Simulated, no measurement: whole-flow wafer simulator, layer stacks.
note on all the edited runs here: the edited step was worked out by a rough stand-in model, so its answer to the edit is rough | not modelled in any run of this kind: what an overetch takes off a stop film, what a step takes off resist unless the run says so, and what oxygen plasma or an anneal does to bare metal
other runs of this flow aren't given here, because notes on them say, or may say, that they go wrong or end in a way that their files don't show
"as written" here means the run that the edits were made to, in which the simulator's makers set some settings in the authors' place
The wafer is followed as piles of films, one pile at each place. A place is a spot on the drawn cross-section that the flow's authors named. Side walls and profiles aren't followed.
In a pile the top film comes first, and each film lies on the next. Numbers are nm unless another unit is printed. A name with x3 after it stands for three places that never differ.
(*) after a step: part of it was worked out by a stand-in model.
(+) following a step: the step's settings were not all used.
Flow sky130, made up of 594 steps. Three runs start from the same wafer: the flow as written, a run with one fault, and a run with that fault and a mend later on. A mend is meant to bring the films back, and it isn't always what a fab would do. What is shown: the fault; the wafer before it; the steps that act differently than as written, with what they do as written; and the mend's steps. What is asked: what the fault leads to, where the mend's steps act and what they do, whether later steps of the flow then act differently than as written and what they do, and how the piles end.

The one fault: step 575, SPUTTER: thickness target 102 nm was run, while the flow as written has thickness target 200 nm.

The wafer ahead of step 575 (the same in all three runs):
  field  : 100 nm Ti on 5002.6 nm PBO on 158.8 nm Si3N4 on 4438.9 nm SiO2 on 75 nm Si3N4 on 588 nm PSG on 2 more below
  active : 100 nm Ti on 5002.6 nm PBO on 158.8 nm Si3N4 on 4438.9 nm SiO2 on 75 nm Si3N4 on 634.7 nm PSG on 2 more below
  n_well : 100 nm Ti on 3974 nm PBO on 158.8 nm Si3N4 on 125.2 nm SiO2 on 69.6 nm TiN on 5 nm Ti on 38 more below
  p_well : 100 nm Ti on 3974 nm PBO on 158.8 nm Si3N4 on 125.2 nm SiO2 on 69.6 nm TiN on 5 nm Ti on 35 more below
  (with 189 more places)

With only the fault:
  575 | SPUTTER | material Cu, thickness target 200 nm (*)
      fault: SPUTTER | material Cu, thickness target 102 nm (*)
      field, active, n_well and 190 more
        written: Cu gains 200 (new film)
        fault: Cu gains 102 (new film)
  Later steps of the flow acting differently than as written (6 other steps are not shown; they differ only slightly, by no more than 2% or 0.5 nm, whichever is larger):
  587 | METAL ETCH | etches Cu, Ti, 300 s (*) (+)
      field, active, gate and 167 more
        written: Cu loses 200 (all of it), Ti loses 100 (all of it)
        fault: Cu loses 102 (all of it), Ti loses 100 (all of it)
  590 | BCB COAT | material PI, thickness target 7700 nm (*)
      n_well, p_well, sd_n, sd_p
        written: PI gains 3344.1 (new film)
        fault: PI gains 3442.1 (new film)
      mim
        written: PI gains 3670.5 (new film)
        fault: PI gains 3764.1 (new film)
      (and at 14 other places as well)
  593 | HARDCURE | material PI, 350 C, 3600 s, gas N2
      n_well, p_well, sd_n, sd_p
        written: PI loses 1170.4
        fault: PI loses 1204.7
  By the end, the piles at n_well, p_well, sd_n and 20 more depart from the flow's by more than 2% or 0.5 nm, whichever is larger.
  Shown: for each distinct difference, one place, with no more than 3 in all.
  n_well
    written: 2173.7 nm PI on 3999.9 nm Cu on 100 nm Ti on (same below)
    fault: 2237.4 nm PI on 3901.9 nm Cu on 100 nm Ti on (same below)
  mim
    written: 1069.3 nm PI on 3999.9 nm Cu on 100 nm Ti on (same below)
    fault: 1161 nm PI on 3901.9 nm Cu on 100 nm Ti on (same below)
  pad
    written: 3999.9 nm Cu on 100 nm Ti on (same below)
    fault: 3901.9 nm Cu on 100 nm Ti on (same below)

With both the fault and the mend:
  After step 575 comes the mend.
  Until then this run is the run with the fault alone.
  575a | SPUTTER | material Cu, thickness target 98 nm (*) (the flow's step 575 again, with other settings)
      field, active, n_well and 190 more
        Cu gains 98
  Later steps of the flow that are run all act as written at every place that is followed.
  At every place that both follow, the piles at the end match the flow's.
